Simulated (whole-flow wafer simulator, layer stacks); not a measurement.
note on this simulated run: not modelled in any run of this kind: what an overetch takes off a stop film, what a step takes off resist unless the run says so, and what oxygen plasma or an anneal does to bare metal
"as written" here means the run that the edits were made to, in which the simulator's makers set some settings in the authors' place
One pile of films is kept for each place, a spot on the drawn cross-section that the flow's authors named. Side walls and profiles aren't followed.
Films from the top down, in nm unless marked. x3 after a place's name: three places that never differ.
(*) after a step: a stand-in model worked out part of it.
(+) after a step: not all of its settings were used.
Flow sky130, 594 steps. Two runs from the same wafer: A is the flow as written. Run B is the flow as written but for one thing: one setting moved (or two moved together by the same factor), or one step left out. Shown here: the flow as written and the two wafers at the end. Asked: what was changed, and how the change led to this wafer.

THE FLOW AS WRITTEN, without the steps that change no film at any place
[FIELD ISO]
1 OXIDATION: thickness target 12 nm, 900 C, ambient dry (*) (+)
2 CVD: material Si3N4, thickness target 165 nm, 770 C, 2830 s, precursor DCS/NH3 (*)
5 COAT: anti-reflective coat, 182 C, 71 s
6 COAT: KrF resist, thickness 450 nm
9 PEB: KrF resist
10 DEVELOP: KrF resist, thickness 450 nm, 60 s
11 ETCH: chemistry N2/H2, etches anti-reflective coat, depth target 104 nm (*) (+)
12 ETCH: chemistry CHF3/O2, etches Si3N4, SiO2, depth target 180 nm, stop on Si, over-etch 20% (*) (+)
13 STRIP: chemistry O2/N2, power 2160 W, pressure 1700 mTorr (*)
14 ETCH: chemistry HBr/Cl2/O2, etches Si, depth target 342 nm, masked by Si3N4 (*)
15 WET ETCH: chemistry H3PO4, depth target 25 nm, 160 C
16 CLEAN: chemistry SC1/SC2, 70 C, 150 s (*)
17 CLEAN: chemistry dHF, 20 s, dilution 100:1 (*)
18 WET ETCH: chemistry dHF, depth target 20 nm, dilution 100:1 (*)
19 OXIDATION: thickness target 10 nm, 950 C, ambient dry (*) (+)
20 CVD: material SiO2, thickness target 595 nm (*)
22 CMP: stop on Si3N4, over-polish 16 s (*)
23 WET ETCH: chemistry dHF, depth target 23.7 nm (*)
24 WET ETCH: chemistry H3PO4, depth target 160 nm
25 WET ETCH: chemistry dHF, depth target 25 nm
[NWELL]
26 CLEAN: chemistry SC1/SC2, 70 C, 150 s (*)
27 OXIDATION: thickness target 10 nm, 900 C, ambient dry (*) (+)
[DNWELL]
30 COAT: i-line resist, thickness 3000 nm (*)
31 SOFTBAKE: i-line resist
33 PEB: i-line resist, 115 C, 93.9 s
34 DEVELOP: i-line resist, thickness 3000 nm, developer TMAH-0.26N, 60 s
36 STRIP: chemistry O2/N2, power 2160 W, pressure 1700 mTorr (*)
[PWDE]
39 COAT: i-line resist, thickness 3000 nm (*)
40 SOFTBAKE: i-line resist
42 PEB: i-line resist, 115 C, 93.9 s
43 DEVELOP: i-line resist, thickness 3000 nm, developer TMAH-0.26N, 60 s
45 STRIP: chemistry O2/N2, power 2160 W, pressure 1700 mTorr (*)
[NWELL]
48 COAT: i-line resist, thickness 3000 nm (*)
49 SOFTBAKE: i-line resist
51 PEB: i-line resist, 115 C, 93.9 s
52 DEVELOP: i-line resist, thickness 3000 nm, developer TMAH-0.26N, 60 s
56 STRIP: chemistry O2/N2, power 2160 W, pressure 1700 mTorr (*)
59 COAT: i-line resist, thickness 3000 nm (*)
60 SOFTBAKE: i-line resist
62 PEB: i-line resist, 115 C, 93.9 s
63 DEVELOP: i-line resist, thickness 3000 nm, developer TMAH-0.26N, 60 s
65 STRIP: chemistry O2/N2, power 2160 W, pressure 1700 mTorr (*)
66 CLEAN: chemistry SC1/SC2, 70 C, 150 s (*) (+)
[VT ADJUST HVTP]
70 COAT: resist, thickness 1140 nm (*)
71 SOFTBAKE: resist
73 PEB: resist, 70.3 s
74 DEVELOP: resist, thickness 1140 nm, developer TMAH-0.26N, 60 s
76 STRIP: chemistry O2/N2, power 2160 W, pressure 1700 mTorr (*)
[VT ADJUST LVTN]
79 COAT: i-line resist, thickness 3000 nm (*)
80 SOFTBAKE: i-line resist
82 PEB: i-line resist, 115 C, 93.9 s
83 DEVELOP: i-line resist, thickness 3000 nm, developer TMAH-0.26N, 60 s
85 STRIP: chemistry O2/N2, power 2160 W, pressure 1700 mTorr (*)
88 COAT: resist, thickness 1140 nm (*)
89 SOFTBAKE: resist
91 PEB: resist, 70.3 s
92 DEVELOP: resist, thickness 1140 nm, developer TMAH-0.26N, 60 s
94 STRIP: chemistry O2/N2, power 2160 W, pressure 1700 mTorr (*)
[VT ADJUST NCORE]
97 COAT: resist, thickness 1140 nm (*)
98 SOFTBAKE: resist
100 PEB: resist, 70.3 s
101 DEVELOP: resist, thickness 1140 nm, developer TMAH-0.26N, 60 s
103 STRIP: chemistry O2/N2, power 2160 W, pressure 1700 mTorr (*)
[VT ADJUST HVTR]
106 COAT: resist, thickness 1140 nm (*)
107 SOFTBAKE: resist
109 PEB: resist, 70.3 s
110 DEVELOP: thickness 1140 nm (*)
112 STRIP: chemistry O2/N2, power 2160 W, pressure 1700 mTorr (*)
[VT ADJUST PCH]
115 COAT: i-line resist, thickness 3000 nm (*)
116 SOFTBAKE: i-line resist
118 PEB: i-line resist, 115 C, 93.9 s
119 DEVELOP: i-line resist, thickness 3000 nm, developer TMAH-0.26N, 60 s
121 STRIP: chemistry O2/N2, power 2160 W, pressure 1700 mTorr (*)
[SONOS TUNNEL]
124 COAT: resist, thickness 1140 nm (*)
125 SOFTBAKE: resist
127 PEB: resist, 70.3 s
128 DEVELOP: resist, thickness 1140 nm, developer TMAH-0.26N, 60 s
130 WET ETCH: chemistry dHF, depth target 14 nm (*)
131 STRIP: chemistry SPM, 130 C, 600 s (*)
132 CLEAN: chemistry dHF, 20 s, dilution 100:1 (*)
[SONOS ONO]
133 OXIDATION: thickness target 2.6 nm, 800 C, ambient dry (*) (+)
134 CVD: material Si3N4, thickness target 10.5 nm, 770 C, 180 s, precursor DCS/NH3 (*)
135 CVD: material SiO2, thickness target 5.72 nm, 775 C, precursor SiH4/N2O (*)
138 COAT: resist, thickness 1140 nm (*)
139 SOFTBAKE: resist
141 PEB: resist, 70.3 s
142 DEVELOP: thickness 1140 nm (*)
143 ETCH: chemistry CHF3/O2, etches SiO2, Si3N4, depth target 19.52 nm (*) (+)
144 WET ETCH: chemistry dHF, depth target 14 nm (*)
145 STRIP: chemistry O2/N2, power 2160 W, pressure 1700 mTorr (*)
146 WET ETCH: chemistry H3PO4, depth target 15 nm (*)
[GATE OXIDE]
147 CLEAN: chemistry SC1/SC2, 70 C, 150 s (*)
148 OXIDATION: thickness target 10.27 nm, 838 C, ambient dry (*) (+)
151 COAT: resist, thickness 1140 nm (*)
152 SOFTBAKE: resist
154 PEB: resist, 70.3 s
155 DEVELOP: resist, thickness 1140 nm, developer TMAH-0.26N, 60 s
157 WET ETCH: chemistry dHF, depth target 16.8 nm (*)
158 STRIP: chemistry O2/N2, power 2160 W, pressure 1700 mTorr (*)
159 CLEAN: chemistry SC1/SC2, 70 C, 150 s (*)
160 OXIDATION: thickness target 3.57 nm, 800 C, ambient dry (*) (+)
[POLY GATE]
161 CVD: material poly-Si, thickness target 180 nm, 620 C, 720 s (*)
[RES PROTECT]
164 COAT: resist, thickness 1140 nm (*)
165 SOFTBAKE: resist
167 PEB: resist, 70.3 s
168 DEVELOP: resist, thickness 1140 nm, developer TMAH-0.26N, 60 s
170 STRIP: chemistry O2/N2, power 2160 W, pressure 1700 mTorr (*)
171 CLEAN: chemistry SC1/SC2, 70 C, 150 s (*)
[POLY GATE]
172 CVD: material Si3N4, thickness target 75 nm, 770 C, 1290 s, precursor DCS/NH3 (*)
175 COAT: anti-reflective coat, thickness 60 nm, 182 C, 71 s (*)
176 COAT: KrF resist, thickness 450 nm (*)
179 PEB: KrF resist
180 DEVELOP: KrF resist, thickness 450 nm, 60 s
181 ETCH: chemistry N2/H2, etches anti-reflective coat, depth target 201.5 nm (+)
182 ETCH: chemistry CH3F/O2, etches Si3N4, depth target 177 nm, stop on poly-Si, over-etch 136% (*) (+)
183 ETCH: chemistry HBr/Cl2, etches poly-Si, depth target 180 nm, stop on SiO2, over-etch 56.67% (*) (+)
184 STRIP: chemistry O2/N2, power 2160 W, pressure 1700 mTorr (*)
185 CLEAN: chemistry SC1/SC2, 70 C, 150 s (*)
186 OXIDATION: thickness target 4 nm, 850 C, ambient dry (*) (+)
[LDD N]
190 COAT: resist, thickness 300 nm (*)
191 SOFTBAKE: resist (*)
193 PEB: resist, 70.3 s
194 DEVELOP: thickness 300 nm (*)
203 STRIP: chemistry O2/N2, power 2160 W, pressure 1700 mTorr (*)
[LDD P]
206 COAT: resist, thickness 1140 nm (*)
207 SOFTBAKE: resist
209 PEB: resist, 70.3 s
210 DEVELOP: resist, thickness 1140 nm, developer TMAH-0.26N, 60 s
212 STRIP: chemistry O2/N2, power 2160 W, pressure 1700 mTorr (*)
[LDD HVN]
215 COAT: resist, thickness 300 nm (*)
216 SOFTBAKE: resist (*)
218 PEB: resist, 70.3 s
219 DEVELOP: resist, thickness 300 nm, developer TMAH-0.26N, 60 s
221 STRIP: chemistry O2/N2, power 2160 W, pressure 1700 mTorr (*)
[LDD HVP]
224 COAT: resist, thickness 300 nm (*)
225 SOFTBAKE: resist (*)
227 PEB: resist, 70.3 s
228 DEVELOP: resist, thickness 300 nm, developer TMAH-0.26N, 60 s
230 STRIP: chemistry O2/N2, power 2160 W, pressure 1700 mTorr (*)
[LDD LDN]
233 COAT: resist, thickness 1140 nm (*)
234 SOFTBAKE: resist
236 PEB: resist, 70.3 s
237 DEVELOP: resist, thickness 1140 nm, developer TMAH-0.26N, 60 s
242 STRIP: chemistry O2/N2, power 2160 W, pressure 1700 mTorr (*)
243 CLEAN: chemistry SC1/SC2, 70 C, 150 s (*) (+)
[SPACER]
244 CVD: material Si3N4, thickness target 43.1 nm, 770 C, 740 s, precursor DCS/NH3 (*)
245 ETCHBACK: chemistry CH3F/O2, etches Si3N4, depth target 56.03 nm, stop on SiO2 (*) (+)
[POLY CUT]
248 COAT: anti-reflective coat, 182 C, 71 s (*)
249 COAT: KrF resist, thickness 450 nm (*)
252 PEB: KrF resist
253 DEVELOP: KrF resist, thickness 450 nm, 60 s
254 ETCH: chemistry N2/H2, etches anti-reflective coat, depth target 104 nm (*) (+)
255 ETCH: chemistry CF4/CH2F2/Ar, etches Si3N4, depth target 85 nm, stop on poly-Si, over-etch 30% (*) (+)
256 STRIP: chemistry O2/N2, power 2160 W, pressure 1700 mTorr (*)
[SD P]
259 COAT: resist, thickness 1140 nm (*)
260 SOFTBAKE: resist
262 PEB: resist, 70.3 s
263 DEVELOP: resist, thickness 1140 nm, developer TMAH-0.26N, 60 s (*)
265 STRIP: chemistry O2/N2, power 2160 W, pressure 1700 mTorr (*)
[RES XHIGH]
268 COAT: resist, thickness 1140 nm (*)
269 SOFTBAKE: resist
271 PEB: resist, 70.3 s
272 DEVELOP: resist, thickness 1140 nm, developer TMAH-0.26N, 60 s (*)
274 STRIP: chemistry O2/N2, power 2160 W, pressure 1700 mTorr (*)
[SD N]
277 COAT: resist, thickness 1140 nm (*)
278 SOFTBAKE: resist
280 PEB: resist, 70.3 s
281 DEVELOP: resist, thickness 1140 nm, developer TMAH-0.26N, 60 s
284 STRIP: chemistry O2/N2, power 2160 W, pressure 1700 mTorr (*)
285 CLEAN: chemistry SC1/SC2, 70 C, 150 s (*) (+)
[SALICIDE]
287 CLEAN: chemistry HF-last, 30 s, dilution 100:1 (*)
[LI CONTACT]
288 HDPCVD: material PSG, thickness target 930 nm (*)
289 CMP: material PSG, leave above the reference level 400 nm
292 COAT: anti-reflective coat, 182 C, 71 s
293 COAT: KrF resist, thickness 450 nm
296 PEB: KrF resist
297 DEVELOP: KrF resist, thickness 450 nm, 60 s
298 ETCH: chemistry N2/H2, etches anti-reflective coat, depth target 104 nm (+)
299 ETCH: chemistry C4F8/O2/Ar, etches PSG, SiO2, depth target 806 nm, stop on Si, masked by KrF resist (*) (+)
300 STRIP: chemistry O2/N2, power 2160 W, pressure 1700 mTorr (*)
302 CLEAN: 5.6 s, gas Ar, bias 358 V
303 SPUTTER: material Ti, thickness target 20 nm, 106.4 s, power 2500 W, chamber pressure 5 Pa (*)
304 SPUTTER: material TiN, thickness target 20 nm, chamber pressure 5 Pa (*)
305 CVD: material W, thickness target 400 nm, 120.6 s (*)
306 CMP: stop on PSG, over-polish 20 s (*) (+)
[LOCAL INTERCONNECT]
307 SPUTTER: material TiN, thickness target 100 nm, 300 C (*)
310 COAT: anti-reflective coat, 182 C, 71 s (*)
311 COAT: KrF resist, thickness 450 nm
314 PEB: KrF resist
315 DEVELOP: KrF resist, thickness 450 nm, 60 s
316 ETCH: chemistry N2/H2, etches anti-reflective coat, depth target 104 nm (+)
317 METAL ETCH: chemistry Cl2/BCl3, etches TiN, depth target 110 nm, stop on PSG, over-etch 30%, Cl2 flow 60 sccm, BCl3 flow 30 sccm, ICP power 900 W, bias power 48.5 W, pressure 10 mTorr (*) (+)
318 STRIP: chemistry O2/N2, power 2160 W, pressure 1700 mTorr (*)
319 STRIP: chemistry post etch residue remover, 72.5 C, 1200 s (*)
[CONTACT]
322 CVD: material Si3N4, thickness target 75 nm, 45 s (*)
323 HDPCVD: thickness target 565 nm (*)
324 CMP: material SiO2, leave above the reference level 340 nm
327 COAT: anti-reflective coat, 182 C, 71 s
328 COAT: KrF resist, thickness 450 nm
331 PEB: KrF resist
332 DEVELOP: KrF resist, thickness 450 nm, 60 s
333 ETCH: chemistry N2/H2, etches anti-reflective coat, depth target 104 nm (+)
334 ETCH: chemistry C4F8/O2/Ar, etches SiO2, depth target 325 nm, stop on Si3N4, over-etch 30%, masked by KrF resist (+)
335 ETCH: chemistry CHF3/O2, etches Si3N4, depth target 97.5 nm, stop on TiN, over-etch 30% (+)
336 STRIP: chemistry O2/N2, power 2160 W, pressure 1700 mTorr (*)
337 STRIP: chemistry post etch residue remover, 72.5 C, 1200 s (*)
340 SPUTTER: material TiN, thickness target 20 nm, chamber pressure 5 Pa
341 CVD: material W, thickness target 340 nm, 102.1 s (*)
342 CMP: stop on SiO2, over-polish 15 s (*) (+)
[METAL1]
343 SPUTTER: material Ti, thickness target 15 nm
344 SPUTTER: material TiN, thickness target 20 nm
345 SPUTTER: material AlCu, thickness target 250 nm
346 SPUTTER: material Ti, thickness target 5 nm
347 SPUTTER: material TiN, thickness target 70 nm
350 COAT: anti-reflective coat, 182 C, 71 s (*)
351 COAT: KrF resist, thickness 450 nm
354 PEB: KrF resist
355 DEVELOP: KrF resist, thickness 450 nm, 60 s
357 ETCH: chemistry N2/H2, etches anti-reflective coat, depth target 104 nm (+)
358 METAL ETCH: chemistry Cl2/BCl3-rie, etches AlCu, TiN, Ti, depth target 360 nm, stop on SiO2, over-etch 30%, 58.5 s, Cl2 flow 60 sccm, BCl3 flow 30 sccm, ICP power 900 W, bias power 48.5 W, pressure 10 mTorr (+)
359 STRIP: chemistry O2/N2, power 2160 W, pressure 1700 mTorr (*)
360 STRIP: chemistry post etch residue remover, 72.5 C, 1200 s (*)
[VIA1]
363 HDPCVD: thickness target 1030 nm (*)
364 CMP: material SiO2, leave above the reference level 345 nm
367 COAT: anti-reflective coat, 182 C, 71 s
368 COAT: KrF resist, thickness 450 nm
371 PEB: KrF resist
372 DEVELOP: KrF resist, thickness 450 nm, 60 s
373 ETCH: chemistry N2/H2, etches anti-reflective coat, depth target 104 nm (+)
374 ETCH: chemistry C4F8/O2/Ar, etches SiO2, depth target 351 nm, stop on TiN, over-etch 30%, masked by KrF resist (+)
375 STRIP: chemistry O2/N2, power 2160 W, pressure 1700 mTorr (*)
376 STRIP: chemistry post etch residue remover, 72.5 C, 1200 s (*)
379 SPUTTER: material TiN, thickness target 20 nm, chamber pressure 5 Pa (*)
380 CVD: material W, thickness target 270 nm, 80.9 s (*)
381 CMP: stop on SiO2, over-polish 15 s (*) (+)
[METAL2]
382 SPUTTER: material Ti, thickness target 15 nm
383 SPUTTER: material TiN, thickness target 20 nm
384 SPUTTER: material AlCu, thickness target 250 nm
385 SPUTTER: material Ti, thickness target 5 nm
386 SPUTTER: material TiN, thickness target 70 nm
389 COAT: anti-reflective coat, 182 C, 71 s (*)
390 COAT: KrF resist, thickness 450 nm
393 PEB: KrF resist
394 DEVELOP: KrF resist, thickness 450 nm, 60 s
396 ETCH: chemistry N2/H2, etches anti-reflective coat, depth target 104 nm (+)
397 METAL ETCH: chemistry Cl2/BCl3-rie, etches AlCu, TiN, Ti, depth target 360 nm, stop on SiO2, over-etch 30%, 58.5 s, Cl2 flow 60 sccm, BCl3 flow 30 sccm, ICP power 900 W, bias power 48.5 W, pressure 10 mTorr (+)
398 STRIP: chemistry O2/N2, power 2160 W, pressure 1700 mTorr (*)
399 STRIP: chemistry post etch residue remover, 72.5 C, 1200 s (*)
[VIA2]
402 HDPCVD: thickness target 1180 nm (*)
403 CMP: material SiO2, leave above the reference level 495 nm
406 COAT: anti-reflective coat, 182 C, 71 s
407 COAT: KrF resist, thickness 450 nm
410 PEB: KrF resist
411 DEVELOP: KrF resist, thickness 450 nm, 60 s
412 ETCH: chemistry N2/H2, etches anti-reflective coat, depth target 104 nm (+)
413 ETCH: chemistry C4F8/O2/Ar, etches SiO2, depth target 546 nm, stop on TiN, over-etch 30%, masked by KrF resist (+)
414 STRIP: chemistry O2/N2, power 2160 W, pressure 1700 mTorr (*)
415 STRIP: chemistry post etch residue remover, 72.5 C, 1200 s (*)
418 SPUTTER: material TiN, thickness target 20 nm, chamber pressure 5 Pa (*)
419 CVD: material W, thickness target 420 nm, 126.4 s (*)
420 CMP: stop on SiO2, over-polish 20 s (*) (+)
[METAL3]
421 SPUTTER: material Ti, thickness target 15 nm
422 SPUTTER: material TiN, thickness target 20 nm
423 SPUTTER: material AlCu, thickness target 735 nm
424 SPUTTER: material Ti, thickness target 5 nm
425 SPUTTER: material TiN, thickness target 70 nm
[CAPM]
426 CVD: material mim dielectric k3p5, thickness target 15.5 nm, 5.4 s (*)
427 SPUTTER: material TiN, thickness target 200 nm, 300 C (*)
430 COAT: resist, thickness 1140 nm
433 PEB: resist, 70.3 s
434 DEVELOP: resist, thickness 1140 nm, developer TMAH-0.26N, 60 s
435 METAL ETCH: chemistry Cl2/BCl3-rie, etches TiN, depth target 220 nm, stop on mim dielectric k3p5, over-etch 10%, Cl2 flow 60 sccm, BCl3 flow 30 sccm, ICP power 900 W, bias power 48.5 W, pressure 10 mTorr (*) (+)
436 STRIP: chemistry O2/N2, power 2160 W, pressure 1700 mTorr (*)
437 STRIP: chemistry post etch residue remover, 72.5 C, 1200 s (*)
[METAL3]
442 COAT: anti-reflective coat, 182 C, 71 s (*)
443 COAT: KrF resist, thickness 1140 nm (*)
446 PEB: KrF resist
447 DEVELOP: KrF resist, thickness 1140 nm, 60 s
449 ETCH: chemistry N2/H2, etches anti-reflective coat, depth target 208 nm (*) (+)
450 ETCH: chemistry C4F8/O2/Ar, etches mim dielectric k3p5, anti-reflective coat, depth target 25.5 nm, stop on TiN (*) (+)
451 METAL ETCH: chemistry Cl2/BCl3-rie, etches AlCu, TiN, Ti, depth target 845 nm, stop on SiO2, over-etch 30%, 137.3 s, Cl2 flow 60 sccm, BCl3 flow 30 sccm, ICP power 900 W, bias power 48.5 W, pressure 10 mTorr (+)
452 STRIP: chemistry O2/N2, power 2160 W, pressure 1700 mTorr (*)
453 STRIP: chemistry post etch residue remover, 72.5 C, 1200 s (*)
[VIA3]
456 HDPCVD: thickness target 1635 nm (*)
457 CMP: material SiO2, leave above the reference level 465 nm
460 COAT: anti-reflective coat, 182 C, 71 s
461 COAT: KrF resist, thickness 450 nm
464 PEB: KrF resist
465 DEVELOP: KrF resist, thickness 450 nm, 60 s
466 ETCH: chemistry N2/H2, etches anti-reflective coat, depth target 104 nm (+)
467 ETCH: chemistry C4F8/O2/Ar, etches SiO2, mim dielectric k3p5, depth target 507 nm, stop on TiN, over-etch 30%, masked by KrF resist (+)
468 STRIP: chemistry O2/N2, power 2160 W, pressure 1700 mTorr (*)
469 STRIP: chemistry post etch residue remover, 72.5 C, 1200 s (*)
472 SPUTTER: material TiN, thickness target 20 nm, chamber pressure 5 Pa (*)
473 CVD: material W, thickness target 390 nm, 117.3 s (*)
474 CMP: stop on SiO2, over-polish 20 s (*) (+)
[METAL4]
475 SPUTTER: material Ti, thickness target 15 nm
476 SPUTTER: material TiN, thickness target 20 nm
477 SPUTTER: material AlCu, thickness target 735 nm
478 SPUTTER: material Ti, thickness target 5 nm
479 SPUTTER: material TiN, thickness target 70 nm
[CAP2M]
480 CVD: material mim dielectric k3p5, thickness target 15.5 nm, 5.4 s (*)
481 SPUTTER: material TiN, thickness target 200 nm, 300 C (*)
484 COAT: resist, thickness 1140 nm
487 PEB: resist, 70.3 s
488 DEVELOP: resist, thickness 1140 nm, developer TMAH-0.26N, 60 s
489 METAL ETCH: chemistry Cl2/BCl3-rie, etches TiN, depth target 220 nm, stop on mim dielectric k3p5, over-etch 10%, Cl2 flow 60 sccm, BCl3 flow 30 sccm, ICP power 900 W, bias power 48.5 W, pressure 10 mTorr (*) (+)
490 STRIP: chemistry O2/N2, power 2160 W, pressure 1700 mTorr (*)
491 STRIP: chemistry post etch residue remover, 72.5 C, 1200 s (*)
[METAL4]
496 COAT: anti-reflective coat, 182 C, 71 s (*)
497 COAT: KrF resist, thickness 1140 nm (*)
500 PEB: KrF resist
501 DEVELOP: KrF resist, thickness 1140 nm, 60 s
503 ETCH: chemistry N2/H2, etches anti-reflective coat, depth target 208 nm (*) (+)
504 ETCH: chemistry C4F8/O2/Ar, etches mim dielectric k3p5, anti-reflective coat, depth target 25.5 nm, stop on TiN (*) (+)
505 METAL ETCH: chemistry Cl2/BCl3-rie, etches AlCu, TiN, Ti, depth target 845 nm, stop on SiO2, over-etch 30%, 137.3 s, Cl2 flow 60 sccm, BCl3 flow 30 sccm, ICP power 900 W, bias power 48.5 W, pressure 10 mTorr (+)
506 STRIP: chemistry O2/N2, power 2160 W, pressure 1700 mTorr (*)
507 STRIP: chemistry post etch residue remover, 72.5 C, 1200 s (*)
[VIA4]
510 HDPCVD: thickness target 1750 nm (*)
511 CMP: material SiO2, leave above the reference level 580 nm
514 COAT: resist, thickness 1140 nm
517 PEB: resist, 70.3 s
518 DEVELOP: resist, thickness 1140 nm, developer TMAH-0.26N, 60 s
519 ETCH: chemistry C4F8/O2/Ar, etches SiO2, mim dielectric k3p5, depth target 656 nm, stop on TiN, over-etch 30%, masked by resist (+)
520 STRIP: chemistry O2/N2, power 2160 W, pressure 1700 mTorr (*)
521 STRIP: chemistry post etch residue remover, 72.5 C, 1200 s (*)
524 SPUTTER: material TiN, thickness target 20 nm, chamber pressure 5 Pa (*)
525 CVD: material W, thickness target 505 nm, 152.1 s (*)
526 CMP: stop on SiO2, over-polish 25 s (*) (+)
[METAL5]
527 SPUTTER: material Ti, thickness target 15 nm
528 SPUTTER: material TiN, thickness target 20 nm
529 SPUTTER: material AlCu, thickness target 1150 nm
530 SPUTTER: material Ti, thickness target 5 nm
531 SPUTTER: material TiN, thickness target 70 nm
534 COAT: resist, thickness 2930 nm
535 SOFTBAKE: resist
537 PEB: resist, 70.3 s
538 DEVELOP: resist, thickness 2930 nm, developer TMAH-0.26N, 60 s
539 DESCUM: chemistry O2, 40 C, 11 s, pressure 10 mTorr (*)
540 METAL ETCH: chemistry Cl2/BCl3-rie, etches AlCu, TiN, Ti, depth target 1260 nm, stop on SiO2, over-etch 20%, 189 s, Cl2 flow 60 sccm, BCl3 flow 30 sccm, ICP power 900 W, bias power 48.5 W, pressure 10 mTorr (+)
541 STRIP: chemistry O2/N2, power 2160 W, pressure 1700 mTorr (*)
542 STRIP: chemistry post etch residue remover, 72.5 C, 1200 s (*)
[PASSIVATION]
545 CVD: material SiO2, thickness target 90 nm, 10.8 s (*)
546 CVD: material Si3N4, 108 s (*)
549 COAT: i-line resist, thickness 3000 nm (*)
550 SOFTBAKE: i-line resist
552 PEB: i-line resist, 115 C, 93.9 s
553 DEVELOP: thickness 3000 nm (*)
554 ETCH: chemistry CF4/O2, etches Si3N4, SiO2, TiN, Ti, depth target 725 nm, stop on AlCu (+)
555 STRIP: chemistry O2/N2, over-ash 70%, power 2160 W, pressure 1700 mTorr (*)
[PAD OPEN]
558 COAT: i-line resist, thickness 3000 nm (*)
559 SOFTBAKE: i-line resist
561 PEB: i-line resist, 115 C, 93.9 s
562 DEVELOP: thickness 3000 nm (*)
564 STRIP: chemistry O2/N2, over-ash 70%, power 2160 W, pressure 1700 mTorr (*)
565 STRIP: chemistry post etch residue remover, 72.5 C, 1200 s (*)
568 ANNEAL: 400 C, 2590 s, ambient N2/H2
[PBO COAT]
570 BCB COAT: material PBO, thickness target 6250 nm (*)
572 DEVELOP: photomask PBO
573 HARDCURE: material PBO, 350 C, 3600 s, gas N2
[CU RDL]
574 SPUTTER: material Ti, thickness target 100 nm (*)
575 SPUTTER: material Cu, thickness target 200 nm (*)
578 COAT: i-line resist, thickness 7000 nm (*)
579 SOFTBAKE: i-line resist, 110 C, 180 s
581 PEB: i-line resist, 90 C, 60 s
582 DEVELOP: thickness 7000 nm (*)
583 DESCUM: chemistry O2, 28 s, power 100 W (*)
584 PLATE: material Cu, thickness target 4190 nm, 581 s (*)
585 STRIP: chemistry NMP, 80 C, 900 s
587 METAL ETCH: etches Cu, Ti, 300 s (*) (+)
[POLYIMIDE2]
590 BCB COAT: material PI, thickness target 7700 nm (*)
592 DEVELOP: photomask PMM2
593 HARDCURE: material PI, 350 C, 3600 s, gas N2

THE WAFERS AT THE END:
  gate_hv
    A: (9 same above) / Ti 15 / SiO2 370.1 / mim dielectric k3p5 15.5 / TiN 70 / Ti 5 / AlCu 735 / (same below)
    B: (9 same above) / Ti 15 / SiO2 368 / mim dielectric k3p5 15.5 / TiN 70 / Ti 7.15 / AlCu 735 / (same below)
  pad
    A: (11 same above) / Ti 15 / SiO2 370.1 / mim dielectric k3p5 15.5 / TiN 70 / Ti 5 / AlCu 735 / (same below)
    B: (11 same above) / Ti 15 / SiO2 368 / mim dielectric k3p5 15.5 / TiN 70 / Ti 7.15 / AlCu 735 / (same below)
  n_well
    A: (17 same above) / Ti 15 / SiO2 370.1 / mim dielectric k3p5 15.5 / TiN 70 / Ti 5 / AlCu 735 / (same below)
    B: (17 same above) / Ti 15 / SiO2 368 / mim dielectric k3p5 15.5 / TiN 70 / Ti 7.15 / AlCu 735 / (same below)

The cause: step 424, SPUTTER: thickness target 7.15 nm was run, where the flow has thickness target 5 nm.
It can be read off the wafer: gate_hv has Ti 7.15, and step 424 as written asks for 5 nm.

How the change led to this, step by step:
  424 SPUTTER: material Ti, thickness target 5 nm
      field, active, n_well and 188 more: A Ti +5 (new film) | B Ti +7.15 (new film)
  451 METAL ETCH: chemistry Cl2/BCl3-rie, etches AlCu, TiN, Ti, depth target 845 nm, stop on SiO2, over-etch 30%, 137.3 s, Cl2 flow 60 sccm, BCl3 flow 30 sccm, ICP power 900 W, bias power 48.5 W, pressure 10 mTorr (+)
      field, gate, spacer and 68 more: A TiN -70 (all of it), Ti -5 (all of it), AlCu -735 (all of it), TiN -20 (all of it), Ti -15 (all of it), SiO2 -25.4 | B TiN -70 (all of it), Ti -7.15 (all of it), AlCu -735 (all of it), TiN -20 (all of it), Ti -15 (all of it), SiO2 -25.1
      active, vpp_ln, vpp_iso2 and 11 more: A TiN -70 (all of it), Ti -5 (all of it), AlCu -735 (all of it), TiN -20 (all of it), Ti -15 (all of it), SiO2 -25.3 | B TiN -70 (all of it), Ti -7.15 (all of it), AlCu -735 (all of it), TiN -20 (all of it), Ti -15 (all of it), SiO2 -25.1
